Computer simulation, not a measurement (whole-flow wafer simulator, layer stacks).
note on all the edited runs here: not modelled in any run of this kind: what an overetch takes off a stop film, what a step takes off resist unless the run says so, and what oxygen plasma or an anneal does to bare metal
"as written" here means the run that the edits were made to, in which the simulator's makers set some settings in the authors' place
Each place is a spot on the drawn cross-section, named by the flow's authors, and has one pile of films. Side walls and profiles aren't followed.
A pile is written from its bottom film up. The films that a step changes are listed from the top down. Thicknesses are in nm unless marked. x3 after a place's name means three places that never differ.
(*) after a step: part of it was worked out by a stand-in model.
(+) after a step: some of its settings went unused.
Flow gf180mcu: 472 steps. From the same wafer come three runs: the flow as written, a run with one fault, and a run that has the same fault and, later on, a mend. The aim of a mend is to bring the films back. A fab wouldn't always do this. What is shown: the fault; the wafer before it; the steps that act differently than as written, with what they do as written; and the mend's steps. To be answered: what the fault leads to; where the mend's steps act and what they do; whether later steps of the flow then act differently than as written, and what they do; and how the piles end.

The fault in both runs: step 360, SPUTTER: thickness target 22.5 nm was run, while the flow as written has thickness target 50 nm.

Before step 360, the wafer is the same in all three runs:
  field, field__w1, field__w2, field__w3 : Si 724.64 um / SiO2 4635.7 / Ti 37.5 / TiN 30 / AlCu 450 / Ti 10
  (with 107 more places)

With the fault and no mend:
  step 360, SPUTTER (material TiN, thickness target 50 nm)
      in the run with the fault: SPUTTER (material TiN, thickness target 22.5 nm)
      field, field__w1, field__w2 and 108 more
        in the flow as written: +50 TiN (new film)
        in the run with the fault: +22.5 TiN (new film)
  Steps further on in the flow that do not act as written (2 other steps are not shown; they differ only slightly, by no more than 2% or 0.5 nm, whichever is larger):
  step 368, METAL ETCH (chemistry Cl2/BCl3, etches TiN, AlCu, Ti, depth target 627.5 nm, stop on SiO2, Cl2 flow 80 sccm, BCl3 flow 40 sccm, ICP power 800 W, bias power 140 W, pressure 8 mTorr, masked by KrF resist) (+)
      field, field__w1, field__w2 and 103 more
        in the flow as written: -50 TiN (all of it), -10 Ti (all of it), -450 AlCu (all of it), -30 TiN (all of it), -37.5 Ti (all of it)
        in the run with the fault: -22.5 TiN (all of it), -10 Ti (all of it), -450 AlCu (all of it), -30 TiN (all of it), -37.5 Ti (all of it)
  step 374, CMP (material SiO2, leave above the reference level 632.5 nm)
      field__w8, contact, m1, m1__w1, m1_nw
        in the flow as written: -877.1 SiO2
        in the run with the fault: -849.6 SiO2
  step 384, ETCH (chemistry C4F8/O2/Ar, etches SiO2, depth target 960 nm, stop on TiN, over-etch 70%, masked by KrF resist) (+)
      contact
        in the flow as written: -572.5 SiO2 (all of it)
        in the run with the fault: -600 SiO2 (all of it)
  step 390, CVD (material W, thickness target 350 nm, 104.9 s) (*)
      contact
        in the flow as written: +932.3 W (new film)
        in the run with the fault: +960 W (new film)
  At field__w8, contact, m1, m1__w1, m1_nw, the piles at the end differ from the flow's by more than 2% or 0.5 nm, whichever is larger.
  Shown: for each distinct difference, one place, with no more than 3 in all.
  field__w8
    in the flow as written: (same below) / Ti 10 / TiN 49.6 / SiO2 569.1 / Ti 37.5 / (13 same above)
    in the run with the fault: (same below) / Ti 10 / TiN 22.1 / SiO2 596.6 / Ti 37.5 / (13 same above)
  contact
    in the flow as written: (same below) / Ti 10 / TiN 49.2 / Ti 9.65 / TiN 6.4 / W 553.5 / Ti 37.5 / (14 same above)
    in the run with the fault: (same below) / Ti 10 / TiN 21.7 / Ti 9.5 / TiN 6.3 / W 581.3 / Ti 37.5 / (14 same above)

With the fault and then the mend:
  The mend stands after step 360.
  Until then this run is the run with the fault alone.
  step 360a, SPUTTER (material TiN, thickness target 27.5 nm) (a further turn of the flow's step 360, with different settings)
      field, field__w1, field__w2 and 108 more
        +27.5 TiN
  Every later step of the flow that is run acts as written at every place that is followed.
  At every place that both follow, the piles at the end match the flow's.
